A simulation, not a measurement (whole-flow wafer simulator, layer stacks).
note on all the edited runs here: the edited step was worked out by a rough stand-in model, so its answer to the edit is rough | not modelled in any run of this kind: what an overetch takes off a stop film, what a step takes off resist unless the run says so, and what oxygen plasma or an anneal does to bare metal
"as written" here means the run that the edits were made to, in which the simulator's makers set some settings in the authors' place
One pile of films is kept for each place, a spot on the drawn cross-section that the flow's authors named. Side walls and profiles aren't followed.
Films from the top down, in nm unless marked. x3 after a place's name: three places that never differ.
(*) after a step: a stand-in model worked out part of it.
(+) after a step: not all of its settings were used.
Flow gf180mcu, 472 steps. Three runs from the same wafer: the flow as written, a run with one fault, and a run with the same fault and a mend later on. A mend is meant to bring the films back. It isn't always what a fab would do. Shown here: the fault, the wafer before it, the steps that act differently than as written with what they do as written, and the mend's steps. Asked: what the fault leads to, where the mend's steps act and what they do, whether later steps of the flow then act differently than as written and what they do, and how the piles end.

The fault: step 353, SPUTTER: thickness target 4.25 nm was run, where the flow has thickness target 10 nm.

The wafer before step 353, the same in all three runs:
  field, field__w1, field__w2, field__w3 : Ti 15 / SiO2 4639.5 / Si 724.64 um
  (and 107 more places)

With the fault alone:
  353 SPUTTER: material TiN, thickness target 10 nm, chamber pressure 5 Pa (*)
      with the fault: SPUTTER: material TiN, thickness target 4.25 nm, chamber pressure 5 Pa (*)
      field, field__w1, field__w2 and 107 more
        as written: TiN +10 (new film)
        with the fault: TiN +4.25 (new film)
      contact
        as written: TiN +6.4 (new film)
        with the fault: TiN +2.73 (new film)
  Later steps of the flow that act differently than as written (1 more step differs only slightly, by at most 2% or 0.5 nm, whichever is larger, and isn't shown):
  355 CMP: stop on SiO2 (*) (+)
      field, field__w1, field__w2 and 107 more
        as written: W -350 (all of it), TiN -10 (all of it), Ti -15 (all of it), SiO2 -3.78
        with the fault: W -350 (all of it), TiN -4.25 (all of it), Ti -15 (all of it), SiO2 -3.73
  At the end the piles differ from the flow's by more than 2% or 0.5 nm, whichever is larger, at contact.
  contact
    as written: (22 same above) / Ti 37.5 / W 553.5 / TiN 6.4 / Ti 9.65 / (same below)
    with the fault: (22 same above) / Ti 37.5 / W 557.2 / TiN 2.73 / Ti 9.65 / (same below)

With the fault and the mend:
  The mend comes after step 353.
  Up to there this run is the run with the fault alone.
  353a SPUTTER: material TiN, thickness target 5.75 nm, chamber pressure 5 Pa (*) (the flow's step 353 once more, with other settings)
      field, field__w1, field__w2 and 107 more
        TiN +5.75
      contact
        TiN +3.68
  No later step of the flow acts differently than as written at any place that is followed.
  At the end the piles are the same as the flow's at every place that both follow.
